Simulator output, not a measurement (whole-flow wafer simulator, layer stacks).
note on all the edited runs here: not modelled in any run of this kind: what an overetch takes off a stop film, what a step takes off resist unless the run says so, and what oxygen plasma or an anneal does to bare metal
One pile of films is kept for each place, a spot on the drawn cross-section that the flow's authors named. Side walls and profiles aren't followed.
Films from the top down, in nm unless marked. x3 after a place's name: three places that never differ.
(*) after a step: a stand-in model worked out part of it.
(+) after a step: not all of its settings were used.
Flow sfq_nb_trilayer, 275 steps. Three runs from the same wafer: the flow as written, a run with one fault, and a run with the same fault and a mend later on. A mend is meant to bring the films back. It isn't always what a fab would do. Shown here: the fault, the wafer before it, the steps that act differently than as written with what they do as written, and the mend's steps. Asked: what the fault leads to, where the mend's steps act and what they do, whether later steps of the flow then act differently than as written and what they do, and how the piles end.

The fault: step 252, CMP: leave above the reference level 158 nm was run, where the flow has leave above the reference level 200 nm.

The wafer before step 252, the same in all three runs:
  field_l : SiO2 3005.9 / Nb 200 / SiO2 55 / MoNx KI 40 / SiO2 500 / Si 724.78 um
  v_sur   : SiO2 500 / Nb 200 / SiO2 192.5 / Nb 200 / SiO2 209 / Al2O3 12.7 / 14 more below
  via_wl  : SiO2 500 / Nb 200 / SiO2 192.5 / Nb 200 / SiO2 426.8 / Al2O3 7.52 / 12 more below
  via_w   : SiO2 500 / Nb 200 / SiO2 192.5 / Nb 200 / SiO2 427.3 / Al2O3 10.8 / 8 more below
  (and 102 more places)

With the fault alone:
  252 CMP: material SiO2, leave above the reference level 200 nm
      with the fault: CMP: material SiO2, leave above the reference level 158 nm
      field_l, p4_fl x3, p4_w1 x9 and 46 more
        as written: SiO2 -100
        with the fault: SiO2 -142
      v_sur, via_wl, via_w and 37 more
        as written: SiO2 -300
        with the fault: SiO2 -342
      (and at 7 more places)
  Later steps of the flow that act differently than as written (4 more steps differ only slightly, by at most 2% or 0.5 nm, whichever is larger, and aren't shown):
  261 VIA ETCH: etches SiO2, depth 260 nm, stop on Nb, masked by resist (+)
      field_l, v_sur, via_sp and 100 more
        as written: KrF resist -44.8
        with the fault: KrF resist -40.8
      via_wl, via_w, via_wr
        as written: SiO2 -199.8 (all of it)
        with the fault: SiO2 -157.8 (all of it)
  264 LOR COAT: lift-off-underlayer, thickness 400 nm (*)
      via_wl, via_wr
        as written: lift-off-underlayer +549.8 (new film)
        with the fault: lift-off-underlayer +518.3 (new film)
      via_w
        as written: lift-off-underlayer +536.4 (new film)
        with the fault: lift-off-underlayer +507.8 (new film)
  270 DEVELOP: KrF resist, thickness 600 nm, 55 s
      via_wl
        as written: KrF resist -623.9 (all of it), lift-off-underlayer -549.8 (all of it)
        with the fault: KrF resist -618.6 (all of it), lift-off-underlayer -518.3 (all of it)
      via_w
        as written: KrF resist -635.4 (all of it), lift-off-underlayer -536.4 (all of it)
        with the fault: KrF resist -627.7 (all of it), lift-off-underlayer -507.8 (all of it)
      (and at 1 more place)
  At the end the piles differ from the flow's by more than 2% or 0.5 nm, whichever is larger, at v_sur, via_sp, via_v and 83 more.
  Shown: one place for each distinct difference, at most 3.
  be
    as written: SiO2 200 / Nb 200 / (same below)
    with the fault: SiO2 158 / Nb 200 / (same below)
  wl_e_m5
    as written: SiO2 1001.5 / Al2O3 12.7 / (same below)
    with the fault: SiO2 959.5 / Al2O3 12.7 / (same below)
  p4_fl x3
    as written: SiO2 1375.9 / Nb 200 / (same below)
    with the fault: SiO2 1333.9 / Nb 200 / (same below)

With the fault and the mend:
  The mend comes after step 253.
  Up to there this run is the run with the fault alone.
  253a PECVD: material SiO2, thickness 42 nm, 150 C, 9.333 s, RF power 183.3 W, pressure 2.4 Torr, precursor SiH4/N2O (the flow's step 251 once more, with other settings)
      field_l, v_sur, via_wl and 103 more
        SiO2 +42
  No later step of the flow acts differently than as written at any place that is followed.
  At the end the piles are the same as the flow's at every place that both follow.
